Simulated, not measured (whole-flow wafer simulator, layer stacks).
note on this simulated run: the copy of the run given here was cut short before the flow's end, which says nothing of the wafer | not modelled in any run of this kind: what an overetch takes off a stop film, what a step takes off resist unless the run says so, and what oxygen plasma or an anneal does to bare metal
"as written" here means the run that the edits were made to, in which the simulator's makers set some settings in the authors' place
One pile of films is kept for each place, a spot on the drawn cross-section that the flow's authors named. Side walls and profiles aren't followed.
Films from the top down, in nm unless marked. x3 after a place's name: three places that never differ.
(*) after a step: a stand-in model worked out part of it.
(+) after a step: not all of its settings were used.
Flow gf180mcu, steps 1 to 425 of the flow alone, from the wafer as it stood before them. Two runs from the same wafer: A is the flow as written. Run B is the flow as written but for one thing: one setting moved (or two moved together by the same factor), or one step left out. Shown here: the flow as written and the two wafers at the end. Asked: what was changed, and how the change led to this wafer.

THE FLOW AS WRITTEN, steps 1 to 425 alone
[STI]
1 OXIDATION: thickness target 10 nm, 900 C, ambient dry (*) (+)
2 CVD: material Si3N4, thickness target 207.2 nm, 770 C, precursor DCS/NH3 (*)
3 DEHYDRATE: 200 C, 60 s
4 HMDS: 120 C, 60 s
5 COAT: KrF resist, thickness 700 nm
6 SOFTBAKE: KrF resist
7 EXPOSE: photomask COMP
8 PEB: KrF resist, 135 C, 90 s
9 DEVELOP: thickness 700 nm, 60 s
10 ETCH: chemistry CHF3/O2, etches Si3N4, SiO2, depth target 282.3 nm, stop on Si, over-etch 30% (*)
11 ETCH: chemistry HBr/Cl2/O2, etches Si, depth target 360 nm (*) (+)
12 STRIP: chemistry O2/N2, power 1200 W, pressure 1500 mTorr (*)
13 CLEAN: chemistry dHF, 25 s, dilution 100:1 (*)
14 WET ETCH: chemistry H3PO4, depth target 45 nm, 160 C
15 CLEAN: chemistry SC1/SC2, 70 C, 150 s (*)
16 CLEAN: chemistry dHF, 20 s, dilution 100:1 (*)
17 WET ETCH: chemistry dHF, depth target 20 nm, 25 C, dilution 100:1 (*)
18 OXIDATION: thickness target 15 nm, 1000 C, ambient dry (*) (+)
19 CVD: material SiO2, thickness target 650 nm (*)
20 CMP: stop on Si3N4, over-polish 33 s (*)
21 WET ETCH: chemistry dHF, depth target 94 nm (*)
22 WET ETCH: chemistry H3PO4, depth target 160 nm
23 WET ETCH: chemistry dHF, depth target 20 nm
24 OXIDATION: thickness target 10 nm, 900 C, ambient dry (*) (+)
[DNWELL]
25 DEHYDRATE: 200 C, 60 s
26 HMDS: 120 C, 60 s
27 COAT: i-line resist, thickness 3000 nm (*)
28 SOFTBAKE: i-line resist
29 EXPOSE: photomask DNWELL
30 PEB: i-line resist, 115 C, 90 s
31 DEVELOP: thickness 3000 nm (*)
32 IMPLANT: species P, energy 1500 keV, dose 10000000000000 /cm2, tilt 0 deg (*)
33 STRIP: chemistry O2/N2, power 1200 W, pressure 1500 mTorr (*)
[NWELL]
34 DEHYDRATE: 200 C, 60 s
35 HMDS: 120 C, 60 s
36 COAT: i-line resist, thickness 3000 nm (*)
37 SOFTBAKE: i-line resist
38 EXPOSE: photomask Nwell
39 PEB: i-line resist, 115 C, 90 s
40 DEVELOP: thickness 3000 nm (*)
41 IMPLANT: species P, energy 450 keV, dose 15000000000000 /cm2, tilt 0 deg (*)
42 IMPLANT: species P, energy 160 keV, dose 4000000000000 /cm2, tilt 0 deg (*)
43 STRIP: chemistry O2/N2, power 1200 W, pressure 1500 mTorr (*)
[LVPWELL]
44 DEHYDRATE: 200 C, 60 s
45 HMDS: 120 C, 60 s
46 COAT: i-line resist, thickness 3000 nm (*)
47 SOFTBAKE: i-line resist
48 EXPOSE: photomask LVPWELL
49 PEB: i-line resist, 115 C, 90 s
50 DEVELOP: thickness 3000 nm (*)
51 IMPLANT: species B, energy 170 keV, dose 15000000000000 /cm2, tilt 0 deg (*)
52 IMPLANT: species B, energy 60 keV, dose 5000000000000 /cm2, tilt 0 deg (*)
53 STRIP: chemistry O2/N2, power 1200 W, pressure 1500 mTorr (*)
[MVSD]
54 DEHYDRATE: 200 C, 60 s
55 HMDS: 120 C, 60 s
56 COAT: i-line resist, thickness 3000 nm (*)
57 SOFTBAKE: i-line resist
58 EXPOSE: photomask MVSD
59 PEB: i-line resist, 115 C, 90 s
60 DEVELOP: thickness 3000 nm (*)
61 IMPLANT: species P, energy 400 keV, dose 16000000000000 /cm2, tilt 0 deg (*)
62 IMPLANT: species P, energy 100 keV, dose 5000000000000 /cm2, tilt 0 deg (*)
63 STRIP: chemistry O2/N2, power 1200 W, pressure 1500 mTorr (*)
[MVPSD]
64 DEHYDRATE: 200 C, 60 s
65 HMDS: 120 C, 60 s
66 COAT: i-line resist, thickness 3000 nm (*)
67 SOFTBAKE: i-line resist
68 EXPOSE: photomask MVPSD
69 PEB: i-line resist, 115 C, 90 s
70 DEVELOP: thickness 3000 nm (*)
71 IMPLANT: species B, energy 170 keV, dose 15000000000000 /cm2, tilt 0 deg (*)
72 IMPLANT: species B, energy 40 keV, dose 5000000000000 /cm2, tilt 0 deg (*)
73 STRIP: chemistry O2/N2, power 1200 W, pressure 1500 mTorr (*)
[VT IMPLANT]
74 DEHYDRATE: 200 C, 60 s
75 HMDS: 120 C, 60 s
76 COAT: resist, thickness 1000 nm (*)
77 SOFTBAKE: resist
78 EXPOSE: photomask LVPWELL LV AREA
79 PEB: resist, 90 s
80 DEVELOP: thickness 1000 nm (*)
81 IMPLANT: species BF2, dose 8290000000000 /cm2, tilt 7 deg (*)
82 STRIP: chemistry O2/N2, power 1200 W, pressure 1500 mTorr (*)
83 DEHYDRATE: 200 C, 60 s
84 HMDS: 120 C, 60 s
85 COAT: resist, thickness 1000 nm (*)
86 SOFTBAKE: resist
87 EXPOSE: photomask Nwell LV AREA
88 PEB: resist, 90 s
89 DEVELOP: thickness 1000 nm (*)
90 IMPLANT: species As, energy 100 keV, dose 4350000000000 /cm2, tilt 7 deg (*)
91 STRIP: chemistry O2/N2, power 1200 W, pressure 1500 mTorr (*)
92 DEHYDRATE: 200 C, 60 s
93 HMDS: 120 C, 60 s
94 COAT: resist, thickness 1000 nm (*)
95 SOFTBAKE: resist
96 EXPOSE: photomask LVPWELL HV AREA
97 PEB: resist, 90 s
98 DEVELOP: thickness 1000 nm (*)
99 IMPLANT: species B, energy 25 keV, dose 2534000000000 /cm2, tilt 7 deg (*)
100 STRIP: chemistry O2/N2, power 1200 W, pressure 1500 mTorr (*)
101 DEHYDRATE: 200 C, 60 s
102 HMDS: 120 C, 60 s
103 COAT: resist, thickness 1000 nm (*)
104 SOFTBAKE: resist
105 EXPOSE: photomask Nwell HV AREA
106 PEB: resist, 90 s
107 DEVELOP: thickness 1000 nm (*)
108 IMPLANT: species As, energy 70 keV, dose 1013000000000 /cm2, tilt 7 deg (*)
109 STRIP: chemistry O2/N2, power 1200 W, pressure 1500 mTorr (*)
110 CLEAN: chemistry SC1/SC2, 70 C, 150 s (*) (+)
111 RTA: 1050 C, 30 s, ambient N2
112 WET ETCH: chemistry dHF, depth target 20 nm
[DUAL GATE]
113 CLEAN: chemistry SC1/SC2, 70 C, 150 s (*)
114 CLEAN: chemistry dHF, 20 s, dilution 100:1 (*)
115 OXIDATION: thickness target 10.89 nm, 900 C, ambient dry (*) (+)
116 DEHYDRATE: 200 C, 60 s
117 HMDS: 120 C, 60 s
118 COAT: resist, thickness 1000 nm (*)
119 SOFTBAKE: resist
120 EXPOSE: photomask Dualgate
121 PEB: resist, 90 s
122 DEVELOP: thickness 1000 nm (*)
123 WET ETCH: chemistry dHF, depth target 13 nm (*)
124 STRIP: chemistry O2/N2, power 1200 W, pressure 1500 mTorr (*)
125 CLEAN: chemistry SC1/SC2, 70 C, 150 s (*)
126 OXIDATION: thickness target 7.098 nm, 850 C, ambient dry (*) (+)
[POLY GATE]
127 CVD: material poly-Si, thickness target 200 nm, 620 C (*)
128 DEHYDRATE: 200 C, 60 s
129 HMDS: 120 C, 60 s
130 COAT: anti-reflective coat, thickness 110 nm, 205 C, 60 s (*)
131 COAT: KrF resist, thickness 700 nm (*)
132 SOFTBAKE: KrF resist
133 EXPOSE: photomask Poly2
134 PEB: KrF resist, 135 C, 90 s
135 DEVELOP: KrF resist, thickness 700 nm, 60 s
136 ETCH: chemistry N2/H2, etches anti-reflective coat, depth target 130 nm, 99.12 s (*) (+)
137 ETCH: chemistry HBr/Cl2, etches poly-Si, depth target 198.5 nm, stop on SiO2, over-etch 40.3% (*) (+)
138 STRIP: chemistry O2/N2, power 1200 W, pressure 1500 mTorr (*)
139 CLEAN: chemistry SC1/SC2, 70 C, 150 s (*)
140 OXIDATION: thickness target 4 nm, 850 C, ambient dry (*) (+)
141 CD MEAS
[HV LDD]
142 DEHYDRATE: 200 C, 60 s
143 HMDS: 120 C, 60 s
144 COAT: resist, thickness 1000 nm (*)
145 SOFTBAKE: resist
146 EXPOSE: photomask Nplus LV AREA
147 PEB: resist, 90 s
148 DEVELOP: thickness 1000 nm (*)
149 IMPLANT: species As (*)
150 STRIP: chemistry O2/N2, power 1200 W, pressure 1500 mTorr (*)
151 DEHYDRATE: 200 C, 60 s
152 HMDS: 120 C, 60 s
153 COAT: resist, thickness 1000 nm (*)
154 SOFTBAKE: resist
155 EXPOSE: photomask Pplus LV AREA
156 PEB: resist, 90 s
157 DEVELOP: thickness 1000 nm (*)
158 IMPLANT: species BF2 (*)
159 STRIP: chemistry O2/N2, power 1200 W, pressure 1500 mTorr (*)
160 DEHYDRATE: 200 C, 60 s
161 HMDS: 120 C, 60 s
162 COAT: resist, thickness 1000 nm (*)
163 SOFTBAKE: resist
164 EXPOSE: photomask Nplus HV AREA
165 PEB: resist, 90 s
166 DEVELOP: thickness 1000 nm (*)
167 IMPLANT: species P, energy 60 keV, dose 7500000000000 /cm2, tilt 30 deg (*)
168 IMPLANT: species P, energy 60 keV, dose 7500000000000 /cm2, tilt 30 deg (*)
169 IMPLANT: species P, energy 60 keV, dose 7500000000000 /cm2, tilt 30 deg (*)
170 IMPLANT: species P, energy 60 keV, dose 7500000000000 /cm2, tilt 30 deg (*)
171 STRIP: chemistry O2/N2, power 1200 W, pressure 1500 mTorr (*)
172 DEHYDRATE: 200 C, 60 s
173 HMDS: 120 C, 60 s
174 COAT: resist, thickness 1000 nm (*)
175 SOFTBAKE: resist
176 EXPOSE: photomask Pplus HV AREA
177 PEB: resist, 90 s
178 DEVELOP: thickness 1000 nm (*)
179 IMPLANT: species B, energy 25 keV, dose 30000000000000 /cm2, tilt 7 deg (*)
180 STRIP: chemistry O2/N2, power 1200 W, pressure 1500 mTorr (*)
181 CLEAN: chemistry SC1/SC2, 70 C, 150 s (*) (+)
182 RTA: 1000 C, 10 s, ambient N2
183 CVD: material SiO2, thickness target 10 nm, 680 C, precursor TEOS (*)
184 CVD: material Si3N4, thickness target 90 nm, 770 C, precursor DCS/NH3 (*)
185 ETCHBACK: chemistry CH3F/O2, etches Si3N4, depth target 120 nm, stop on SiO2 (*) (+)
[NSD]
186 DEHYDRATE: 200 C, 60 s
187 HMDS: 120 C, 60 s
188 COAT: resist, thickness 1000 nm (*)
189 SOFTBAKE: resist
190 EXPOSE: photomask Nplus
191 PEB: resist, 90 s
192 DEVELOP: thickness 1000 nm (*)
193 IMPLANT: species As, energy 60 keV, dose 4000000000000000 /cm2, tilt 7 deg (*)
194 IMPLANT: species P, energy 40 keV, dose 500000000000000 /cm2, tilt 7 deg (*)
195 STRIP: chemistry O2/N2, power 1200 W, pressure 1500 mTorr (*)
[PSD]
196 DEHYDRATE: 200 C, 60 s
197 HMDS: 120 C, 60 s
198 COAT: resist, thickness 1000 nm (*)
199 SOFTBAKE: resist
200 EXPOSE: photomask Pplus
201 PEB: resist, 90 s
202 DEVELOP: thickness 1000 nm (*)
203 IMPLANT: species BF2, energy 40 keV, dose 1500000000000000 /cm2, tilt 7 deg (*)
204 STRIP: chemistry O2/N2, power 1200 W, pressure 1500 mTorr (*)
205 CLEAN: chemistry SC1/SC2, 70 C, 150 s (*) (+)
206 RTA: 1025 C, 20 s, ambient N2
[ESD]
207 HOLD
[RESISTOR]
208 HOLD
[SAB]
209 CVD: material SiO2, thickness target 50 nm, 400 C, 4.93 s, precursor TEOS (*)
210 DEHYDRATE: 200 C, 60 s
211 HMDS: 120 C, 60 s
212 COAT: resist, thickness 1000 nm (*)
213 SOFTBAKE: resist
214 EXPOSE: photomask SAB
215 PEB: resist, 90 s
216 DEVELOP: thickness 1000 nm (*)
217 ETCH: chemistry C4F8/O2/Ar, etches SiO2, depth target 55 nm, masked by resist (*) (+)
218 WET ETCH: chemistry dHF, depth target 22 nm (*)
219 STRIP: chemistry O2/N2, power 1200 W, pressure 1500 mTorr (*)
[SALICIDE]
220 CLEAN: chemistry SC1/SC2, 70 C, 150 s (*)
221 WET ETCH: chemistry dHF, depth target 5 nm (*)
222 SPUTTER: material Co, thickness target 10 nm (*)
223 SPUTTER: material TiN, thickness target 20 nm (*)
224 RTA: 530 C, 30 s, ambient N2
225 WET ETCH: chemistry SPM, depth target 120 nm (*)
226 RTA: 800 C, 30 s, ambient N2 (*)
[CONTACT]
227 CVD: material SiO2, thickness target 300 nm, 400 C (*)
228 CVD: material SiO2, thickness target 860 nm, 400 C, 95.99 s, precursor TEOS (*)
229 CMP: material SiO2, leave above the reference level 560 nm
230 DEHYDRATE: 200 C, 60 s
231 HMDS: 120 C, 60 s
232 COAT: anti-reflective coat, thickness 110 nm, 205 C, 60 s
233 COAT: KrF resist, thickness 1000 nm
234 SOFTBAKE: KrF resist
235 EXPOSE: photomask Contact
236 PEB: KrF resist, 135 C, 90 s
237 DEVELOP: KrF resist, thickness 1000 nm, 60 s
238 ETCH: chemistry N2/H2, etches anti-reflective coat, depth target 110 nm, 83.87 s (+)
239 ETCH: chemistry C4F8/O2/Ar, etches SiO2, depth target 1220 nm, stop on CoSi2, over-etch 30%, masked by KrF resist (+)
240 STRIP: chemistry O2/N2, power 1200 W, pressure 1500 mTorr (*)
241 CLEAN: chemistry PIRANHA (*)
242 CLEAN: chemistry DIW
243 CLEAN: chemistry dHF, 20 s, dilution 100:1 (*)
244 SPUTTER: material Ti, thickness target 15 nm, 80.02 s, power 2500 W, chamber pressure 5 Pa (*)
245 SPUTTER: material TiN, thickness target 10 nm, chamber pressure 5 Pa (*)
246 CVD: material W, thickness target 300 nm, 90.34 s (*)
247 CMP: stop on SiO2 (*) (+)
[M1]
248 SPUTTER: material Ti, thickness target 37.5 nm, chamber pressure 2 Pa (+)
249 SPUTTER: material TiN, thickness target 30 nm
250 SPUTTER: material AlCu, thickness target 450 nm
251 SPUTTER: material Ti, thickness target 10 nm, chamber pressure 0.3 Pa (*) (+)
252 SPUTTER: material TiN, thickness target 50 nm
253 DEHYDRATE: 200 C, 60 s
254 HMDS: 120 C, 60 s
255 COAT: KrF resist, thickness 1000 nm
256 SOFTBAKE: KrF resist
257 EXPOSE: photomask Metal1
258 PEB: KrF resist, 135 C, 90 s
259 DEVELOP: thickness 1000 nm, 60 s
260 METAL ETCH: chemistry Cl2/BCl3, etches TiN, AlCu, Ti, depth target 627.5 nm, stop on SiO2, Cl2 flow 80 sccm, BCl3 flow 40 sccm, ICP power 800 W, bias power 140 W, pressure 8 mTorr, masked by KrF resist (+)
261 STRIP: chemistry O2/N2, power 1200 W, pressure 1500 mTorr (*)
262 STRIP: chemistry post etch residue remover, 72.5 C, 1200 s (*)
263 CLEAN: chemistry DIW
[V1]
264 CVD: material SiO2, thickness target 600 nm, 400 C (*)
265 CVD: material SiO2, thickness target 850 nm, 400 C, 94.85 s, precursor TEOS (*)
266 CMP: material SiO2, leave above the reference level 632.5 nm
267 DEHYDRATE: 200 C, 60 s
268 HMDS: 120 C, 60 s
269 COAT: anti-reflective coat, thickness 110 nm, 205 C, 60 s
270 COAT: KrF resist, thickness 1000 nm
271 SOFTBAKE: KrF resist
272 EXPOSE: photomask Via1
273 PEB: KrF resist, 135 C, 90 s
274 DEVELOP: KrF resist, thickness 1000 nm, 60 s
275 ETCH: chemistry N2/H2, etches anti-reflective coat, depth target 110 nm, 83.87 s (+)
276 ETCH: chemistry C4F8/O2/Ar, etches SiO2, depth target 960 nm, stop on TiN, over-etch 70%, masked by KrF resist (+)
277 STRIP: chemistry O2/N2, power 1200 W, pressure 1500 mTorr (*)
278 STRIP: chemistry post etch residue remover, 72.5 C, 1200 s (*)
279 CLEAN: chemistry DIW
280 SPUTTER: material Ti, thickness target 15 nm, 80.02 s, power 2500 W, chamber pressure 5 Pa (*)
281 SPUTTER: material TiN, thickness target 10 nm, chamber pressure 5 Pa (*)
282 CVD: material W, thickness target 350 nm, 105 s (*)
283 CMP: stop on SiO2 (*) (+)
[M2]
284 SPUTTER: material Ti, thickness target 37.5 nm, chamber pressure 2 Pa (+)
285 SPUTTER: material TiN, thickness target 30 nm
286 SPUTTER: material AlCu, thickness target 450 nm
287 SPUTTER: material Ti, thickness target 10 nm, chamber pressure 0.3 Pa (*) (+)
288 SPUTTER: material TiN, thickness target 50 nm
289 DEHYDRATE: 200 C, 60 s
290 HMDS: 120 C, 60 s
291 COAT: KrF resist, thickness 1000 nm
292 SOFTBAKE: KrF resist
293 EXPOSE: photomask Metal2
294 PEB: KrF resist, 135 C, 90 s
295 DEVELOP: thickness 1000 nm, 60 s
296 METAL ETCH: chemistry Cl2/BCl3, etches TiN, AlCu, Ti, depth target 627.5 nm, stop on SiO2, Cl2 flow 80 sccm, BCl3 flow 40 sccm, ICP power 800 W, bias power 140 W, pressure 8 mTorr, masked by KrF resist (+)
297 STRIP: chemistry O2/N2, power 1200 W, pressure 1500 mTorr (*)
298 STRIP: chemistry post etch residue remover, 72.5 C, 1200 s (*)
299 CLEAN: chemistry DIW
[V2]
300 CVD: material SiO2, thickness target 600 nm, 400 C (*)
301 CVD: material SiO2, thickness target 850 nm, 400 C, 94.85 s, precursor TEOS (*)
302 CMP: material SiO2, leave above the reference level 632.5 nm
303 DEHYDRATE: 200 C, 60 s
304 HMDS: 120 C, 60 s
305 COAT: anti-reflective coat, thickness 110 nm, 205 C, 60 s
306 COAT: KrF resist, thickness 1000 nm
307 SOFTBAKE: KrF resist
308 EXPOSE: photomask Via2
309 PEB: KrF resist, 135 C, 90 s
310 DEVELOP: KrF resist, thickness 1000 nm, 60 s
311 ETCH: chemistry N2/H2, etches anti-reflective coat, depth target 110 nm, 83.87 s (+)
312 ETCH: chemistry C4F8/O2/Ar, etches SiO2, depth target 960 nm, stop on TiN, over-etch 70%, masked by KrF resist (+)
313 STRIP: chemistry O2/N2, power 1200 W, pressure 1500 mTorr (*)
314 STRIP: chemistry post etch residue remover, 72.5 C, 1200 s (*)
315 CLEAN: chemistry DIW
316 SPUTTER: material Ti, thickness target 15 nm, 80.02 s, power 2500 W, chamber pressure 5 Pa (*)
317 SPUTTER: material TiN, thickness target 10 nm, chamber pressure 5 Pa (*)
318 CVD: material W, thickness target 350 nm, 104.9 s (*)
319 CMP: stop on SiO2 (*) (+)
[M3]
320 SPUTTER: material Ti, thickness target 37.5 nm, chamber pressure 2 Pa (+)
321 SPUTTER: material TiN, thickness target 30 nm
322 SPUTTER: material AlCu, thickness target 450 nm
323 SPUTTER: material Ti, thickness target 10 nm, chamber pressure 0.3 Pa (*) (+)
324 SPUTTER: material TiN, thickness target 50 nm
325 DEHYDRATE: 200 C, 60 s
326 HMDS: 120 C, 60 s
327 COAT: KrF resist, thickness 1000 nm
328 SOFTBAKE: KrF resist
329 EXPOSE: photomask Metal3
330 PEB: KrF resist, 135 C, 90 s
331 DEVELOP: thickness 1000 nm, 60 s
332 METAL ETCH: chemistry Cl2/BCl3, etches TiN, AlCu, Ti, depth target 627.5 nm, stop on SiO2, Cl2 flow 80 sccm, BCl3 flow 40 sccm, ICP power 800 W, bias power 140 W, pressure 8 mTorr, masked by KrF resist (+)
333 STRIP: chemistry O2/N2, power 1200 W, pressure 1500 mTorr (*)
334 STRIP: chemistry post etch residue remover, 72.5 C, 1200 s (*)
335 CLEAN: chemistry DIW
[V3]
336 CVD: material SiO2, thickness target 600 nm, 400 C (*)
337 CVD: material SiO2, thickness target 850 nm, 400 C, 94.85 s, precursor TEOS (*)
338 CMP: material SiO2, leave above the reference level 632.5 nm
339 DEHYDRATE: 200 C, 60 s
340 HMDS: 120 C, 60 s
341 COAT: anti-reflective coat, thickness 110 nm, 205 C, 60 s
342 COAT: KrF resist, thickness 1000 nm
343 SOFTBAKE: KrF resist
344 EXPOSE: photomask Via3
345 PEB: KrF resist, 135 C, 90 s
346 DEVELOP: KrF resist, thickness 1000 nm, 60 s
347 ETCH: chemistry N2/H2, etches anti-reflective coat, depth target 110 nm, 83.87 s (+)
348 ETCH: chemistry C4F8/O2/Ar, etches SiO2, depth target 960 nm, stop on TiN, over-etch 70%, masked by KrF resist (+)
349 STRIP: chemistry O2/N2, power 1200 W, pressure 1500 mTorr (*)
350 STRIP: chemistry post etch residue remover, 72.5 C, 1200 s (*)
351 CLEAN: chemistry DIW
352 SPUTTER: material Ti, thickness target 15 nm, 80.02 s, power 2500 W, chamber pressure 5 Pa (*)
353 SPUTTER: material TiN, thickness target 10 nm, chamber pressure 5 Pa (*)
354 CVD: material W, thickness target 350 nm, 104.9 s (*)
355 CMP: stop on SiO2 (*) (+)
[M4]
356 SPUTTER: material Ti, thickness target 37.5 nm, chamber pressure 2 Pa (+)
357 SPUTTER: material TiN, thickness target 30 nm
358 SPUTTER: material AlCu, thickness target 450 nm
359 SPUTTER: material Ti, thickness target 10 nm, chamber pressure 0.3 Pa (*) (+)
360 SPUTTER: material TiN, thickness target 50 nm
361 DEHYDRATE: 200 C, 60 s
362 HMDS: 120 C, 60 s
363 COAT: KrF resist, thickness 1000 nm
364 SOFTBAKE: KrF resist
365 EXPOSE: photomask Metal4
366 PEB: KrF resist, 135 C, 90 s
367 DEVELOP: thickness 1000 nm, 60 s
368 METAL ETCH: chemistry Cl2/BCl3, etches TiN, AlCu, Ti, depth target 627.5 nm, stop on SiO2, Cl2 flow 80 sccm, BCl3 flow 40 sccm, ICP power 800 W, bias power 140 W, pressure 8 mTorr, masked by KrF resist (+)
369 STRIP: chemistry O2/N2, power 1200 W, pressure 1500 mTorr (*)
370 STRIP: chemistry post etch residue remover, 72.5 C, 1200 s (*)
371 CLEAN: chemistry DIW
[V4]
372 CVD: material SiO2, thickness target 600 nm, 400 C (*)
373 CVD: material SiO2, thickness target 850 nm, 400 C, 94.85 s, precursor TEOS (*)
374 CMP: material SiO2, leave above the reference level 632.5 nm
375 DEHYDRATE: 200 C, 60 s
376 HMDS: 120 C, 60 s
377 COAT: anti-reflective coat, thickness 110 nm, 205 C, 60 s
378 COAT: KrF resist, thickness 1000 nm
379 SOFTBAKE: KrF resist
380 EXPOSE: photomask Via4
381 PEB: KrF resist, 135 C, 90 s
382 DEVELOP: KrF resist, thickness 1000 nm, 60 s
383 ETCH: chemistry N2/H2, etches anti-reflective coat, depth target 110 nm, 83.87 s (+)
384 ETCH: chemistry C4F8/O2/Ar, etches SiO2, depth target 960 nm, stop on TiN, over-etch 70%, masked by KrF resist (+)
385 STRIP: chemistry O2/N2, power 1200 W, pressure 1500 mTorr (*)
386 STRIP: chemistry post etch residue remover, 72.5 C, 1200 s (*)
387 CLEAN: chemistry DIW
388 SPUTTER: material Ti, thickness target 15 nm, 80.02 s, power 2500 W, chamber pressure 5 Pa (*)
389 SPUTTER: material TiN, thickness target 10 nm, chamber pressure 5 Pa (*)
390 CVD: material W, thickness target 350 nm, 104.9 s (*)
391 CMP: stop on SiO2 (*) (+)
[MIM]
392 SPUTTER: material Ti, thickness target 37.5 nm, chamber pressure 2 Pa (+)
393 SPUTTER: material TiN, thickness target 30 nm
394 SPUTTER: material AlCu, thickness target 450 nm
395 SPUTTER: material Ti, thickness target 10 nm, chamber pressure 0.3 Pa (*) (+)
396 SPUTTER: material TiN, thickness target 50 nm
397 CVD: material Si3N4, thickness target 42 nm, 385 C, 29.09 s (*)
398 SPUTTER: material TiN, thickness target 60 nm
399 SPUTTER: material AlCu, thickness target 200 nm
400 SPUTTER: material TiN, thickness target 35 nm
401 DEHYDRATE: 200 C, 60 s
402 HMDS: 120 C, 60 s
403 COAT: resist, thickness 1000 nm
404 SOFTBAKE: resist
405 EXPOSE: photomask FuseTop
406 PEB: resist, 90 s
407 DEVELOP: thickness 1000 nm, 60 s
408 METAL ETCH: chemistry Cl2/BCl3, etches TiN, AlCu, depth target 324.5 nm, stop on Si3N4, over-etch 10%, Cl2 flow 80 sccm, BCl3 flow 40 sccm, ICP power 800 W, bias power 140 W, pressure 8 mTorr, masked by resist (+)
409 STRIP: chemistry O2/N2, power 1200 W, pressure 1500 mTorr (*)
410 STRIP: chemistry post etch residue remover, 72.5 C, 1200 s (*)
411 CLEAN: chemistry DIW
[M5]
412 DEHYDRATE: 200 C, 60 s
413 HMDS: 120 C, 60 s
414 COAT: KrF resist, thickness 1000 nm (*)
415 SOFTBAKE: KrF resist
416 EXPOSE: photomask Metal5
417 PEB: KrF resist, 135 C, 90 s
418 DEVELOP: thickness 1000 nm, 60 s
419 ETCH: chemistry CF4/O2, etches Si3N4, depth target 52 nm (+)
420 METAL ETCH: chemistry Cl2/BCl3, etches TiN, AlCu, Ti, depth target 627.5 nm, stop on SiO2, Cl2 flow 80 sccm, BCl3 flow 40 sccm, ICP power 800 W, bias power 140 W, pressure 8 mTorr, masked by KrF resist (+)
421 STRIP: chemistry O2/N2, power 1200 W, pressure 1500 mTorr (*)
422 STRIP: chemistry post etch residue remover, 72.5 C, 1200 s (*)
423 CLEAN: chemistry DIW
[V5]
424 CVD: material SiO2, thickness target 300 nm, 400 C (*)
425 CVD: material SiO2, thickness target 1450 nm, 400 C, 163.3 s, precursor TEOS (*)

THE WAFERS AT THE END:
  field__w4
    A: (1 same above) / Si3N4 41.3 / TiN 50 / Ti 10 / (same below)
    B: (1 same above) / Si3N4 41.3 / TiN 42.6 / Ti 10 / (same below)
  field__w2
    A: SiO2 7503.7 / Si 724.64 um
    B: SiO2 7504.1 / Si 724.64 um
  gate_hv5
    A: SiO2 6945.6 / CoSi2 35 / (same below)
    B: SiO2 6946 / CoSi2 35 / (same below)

The cause: step 396, SPUTTER: thickness target 42.6 nm was run, where the flow has thickness target 50 nm.
It can be read off the wafer: field__w4 has TiN 42.6, and step 396 as written asks for 50 nm.

How the change led to this, step by step:
  396 SPUTTER: material TiN, thickness target 50 nm
      field, field__w1, field__w2 and 108 more: A TiN +50 (new film) | B TiN +42.6 (new film)
  420 METAL ETCH: chemistry Cl2/BCl3, etches TiN, AlCu, Ti, depth target 627.5 nm, stop on SiO2, Cl2 flow 80 sccm, BCl3 flow 40 sccm, ICP power 800 W, bias power 140 W, pressure 8 mTorr, masked by KrF resist (+)
      field, field__w1, field__w2 and 101 more: A TiN -48.6 (all of it), Ti -10 (all of it), AlCu -450 (all of it), TiN -30 (all of it), Ti -37.5 (all of it) | B TiN -41.2 (all of it), Ti -10 (all of it), AlCu -450 (all of it), TiN -30 (all of it), Ti -37.5 (all of it)
